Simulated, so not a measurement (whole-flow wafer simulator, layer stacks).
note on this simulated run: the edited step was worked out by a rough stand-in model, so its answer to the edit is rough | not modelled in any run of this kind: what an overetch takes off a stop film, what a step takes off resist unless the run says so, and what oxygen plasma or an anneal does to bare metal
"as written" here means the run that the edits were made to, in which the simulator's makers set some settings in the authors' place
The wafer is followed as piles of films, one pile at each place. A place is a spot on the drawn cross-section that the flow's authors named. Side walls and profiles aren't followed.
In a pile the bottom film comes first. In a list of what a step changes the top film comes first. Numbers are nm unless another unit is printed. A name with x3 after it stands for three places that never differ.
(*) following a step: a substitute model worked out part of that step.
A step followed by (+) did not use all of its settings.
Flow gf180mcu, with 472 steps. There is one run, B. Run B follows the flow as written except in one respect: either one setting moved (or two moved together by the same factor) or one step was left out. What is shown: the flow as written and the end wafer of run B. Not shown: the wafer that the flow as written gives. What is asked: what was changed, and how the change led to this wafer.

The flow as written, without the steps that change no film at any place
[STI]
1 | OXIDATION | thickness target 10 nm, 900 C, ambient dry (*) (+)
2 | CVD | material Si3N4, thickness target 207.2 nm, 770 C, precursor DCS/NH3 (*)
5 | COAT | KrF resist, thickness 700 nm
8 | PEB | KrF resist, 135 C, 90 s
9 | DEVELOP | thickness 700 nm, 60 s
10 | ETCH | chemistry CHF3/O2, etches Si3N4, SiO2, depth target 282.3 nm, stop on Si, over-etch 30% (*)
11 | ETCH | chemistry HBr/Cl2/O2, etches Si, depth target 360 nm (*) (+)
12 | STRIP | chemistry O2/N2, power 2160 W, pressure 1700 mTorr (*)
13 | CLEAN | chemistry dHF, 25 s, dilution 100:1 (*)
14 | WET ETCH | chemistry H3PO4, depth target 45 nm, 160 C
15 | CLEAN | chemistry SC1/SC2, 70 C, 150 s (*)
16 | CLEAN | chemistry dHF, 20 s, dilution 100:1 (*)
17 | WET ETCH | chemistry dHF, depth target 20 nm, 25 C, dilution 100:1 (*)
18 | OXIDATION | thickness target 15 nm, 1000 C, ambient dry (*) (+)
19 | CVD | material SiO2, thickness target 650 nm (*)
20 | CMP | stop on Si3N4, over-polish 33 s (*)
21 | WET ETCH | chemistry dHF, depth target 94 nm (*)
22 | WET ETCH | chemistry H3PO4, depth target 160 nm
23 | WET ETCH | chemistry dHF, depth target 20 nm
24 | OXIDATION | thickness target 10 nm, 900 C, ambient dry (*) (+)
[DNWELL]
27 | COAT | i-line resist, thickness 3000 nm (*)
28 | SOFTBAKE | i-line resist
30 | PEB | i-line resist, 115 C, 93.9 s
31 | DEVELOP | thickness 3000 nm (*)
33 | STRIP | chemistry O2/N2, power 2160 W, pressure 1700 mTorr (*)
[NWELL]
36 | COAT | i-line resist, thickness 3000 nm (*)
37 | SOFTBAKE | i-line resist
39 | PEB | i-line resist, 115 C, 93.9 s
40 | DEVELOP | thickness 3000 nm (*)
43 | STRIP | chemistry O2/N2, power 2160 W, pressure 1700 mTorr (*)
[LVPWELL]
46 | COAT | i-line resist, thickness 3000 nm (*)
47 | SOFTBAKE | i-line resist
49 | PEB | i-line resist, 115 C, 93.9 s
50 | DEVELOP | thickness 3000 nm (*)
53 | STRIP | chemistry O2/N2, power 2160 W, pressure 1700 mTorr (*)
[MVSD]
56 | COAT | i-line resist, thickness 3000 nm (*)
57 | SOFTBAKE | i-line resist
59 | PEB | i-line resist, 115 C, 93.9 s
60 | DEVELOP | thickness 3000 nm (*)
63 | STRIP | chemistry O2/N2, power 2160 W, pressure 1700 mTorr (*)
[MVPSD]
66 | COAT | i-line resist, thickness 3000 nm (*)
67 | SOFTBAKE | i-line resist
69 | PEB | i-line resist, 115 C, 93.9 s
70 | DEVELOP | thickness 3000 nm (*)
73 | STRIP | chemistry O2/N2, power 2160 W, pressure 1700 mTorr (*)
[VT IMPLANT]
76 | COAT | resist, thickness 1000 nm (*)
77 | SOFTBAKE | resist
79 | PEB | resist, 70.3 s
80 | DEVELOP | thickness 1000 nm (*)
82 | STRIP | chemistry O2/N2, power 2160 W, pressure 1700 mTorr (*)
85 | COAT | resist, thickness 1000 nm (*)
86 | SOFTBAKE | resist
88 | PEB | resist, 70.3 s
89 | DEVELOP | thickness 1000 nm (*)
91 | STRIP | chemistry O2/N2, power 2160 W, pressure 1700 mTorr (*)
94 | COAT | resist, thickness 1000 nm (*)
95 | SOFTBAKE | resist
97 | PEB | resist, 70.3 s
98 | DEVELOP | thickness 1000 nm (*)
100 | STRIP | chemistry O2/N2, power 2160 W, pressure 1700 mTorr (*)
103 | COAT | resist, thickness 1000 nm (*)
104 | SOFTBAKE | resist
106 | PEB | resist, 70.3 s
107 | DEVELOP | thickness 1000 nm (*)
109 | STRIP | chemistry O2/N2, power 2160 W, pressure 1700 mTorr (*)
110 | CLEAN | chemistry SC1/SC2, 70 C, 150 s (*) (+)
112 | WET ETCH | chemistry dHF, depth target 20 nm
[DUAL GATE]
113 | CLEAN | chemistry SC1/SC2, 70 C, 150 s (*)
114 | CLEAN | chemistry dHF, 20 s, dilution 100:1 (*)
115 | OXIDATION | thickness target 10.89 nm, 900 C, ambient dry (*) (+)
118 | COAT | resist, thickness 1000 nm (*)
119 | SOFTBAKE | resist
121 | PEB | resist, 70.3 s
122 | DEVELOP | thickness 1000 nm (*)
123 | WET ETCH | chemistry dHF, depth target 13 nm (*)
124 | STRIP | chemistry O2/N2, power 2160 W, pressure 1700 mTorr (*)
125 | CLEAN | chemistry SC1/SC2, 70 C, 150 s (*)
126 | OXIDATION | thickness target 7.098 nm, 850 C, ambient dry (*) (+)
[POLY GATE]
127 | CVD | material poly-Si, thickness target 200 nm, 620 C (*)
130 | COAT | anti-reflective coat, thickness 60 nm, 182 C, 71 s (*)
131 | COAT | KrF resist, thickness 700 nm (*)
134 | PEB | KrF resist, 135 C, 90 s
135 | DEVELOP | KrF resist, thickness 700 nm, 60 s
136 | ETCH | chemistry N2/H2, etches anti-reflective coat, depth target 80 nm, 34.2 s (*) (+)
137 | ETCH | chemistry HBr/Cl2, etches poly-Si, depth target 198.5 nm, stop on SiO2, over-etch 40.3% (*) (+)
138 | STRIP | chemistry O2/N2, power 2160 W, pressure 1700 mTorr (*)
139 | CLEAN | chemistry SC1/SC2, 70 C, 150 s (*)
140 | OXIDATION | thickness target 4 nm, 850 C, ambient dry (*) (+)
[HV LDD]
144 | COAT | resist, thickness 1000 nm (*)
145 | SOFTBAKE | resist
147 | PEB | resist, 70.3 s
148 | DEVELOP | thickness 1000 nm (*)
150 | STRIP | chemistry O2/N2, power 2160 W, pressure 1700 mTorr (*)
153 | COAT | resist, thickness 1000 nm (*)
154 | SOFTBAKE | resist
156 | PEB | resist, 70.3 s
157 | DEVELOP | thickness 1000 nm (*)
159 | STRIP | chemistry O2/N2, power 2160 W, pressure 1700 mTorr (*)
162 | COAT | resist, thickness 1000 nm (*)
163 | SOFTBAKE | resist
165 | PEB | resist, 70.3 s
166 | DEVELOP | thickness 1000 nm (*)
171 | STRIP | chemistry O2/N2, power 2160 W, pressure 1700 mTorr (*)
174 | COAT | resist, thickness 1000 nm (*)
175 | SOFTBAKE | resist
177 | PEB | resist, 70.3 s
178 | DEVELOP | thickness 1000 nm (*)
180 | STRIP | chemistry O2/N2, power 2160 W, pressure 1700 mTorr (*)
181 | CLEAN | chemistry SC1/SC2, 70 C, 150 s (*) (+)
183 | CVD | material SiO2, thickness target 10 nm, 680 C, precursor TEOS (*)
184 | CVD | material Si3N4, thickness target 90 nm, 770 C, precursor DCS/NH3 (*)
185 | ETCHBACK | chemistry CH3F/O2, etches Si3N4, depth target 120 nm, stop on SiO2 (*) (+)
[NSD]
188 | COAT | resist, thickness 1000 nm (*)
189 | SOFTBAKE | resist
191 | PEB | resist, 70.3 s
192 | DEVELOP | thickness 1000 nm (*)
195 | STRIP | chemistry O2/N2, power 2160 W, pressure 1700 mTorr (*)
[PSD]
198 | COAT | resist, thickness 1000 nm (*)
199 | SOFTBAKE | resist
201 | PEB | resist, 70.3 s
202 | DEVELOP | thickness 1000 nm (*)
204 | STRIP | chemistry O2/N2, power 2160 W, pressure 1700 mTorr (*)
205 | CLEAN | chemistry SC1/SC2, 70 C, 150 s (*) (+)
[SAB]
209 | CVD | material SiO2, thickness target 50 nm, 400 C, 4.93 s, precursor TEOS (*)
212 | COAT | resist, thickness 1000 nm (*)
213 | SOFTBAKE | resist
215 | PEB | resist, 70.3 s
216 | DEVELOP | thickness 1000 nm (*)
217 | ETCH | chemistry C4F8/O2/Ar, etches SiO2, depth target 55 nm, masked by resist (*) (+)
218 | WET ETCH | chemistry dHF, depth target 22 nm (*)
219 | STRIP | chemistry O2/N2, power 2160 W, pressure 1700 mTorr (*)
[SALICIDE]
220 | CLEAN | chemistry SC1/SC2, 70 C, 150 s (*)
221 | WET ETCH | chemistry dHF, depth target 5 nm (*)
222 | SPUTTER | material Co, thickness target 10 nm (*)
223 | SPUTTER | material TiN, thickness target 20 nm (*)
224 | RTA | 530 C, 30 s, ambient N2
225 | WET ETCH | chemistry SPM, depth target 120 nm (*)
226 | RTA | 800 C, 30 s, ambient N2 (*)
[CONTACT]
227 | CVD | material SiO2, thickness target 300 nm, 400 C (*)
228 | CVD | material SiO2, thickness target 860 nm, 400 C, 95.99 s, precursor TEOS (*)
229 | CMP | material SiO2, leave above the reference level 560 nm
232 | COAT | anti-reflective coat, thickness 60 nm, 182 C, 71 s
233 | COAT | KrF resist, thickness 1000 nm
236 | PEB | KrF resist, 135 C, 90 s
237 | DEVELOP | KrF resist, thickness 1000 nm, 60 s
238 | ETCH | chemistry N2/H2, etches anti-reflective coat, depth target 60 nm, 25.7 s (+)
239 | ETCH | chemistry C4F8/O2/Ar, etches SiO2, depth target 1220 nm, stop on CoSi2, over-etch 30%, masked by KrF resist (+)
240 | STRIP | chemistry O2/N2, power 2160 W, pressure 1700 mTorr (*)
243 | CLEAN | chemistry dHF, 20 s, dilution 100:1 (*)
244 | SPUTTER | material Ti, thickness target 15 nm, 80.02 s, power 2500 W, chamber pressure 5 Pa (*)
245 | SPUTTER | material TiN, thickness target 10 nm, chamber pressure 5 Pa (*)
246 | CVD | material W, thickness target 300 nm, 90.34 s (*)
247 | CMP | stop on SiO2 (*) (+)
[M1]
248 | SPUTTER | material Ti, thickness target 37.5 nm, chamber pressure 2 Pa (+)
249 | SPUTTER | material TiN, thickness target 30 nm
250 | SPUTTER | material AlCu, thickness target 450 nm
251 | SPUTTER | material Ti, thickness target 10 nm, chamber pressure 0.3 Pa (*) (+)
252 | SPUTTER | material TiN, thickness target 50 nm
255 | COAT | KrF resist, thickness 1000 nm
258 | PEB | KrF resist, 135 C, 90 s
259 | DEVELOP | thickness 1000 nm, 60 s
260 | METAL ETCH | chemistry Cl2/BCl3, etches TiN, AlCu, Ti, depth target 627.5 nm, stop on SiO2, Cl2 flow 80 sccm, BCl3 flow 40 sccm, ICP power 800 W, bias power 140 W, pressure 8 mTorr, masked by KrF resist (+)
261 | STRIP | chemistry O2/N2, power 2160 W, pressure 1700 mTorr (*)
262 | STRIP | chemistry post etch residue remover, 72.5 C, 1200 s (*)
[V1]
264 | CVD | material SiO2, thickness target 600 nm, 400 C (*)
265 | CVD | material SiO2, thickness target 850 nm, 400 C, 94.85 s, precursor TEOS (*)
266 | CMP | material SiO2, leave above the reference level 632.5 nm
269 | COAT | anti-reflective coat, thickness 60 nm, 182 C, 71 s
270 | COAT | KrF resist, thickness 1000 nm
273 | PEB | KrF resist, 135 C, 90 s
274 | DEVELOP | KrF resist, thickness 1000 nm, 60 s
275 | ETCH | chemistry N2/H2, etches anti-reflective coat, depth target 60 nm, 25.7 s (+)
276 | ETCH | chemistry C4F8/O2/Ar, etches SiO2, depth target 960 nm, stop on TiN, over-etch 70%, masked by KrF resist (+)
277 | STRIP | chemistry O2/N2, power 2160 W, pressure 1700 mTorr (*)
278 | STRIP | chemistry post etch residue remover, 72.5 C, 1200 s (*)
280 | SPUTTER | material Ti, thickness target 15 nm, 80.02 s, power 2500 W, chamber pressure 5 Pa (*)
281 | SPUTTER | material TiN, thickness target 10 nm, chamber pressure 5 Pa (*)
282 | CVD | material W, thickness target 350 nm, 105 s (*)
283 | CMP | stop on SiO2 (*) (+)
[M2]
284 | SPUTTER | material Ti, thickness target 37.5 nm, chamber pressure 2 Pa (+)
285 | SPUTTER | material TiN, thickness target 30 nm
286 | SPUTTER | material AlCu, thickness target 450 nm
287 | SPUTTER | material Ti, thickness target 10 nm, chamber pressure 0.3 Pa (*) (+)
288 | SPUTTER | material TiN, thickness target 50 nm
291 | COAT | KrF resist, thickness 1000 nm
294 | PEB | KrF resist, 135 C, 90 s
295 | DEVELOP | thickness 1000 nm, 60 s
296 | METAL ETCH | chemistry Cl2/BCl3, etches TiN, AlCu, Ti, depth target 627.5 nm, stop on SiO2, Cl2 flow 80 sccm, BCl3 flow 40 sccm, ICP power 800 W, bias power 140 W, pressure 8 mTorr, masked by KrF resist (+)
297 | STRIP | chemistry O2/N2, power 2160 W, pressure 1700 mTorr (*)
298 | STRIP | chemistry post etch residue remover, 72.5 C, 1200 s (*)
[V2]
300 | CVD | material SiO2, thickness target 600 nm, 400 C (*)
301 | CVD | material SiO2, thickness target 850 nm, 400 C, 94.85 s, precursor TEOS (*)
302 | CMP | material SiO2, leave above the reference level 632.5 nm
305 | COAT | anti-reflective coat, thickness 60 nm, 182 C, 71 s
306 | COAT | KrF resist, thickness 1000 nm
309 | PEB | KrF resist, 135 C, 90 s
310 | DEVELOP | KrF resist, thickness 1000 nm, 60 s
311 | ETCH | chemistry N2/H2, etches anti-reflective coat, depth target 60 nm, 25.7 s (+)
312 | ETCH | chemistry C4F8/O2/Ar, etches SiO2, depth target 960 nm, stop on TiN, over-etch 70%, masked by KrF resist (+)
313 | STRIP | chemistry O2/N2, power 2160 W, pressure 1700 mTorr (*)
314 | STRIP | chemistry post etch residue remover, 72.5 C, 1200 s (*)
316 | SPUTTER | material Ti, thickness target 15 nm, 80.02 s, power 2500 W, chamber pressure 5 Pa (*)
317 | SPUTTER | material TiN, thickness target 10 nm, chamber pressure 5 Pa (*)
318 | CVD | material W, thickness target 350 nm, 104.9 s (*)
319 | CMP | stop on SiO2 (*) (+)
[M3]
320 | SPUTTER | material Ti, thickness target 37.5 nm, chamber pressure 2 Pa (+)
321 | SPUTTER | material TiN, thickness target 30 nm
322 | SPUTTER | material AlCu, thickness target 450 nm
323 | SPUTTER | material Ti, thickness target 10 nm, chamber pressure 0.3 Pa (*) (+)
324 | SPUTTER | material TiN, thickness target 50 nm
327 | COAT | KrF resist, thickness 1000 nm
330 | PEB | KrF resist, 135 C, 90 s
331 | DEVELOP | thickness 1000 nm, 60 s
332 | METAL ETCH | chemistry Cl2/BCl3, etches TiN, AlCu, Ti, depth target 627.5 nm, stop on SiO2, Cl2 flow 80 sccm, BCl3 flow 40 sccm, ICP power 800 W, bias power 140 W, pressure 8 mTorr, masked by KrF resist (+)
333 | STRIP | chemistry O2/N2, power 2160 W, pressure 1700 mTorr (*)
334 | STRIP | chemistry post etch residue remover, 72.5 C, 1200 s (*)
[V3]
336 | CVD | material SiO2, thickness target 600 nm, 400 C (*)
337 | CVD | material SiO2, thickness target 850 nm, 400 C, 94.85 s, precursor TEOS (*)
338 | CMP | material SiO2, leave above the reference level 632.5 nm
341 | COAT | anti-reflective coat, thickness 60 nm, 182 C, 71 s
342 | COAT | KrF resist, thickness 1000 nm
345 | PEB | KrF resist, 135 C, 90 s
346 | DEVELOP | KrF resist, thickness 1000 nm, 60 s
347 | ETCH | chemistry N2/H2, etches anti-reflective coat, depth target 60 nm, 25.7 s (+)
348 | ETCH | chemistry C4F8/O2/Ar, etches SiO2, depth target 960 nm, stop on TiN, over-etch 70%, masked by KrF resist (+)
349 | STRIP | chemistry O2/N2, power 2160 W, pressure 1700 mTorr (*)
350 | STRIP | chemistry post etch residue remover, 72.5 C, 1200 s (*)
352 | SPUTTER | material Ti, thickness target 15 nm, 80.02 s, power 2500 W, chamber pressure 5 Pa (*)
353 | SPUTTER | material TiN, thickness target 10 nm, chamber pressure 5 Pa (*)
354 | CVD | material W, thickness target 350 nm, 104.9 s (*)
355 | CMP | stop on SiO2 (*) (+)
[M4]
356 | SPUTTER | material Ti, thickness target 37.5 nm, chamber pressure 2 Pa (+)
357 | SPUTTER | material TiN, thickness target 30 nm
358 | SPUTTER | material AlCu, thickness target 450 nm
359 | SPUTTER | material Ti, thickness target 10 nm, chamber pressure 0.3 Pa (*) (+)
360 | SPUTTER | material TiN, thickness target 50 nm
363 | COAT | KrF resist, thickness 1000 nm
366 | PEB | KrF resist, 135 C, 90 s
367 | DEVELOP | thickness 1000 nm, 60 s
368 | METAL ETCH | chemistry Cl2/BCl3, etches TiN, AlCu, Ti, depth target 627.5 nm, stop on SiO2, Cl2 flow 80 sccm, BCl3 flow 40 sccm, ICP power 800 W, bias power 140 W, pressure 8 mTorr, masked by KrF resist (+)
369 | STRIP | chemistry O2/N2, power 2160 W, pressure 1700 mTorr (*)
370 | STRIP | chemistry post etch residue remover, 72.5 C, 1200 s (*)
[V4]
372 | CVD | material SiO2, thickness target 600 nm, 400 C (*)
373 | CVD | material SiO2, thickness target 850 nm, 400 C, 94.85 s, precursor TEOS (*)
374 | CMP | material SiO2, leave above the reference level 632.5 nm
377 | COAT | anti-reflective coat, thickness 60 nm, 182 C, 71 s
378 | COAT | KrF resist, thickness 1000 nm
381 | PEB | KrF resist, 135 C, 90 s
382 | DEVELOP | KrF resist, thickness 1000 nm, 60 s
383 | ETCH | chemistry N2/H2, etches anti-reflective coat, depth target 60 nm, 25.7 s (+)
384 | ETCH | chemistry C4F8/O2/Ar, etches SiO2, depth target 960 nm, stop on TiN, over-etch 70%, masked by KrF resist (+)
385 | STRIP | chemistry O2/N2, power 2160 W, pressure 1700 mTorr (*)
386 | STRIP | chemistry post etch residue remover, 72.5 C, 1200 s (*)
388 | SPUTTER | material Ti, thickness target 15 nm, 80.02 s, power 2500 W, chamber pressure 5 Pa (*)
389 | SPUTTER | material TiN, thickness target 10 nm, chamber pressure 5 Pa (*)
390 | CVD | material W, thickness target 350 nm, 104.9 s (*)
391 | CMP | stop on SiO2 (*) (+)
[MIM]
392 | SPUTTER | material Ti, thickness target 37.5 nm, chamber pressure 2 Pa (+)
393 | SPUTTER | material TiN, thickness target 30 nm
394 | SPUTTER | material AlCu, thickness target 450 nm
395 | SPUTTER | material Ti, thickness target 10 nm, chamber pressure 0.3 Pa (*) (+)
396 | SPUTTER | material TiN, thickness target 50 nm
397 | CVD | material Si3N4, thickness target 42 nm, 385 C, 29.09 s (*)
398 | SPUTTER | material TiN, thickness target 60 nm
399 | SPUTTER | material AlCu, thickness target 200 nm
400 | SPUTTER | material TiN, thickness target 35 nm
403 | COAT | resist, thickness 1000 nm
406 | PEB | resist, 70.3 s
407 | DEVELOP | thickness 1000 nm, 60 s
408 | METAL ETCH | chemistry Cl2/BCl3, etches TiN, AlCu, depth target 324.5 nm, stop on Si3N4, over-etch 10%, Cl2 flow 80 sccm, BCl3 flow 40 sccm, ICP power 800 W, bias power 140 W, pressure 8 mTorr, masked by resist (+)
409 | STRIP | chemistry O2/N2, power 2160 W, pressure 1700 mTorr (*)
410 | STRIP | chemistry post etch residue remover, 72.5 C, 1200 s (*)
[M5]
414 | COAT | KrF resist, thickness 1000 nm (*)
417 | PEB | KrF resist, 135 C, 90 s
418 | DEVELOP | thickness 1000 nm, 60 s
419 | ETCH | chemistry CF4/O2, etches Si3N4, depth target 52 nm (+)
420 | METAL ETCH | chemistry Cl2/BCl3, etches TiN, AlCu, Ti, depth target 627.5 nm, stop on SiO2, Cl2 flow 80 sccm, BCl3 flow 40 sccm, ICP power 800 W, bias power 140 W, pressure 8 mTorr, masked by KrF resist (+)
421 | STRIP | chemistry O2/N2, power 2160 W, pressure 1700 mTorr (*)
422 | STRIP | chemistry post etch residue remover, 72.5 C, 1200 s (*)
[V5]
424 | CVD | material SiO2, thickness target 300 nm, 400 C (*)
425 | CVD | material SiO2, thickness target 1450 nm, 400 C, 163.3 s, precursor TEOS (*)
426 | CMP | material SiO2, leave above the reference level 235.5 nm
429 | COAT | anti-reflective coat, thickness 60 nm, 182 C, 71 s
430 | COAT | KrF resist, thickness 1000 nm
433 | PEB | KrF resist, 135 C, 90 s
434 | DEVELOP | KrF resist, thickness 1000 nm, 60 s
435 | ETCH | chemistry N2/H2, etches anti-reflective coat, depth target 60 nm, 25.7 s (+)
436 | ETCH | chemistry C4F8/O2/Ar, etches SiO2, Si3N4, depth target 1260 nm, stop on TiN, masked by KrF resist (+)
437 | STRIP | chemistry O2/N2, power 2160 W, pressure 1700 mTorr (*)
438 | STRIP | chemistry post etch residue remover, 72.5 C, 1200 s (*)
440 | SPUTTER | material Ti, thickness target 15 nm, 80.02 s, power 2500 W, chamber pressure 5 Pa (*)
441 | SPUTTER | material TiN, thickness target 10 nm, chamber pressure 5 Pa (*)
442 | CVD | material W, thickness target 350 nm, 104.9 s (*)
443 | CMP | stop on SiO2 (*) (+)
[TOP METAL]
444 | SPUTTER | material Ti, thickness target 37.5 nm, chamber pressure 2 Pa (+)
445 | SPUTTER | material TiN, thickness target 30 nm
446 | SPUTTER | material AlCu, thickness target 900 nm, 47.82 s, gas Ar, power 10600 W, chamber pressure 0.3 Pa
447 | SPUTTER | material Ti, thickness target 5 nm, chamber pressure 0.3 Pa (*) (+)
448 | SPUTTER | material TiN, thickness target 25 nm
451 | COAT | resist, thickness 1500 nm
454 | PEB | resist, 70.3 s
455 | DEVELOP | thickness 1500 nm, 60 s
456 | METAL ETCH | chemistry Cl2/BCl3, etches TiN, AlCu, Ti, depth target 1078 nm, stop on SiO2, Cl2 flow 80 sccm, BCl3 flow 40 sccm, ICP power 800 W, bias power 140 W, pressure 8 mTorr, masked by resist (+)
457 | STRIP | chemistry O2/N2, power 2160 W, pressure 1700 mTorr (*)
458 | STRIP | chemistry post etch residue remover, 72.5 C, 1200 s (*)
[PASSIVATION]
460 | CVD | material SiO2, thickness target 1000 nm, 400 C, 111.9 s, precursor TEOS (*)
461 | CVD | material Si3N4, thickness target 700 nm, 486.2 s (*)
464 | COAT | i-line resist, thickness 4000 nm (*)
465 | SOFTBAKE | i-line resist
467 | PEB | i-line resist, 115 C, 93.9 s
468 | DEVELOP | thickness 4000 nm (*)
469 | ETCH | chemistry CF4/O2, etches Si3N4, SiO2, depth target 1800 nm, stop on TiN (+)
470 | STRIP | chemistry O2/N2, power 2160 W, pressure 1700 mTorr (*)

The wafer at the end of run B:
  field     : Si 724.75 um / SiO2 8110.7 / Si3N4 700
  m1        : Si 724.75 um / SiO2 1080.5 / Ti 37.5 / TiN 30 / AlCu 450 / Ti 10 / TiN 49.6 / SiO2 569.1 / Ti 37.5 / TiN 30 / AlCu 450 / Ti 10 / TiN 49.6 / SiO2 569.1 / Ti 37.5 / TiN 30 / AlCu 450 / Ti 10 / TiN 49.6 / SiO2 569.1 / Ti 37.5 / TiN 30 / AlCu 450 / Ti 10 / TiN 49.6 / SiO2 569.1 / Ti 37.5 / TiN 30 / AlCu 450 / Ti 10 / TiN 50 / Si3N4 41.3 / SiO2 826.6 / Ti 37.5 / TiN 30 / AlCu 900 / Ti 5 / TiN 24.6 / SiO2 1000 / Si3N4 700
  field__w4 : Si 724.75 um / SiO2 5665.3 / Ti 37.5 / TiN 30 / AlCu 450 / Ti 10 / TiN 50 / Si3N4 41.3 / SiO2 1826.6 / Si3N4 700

The reason: step 11, ETCH: depth target 243 nm was run, while the flow as written has depth target 360 nm.

How this came from the change, step by step:
  11 | ETCH | chemistry HBr/Cl2/O2, etches Si, depth target 360 nm (*) (+)
      active, n_well, p_well and 40 more: -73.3 KrF resist (in the flow as written it would be: -112.3 KrF resist)
      field, field_sub, sti and 34 more: -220 Si (in the flow as written it would be: -337 Si)
  12 | STRIP | chemistry O2/N2, power 2160 W, pressure 1700 mTorr (*)
      active, n_well, p_well and 40 more: -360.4 KrF resist (all of it) (in the flow as written it would be: -321.4 KrF resist (all of it))
  19 | CVD | material SiO2, thickness target 650 nm (*)
      m1, ld_fp_n, ld_drift_n and 8 more: +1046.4 SiO2 (in the flow as written it would be: +1163.4 SiO2)
  20 | CMP | stop on Si3N4, over-polish 33 s (*)
      sti, mim_1p0, pad and 11 more: -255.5 SiO2 (in the flow as written it would be: -138.5 SiO2)
      nw_enc_fld, nw_enc_fld_lv: -259.5 SiO2 (in the flow as written it would be: -142.5 SiO2)
      (also at 10 further places)
  189 | SOFTBAKE | resist
      field__w9: -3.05 resist (in the flow as written it would be: +6.92 resist)
  199 | SOFTBAKE | resist
      field__w9: -3.05 resist (in the flow as written it would be: +6.92 resist)
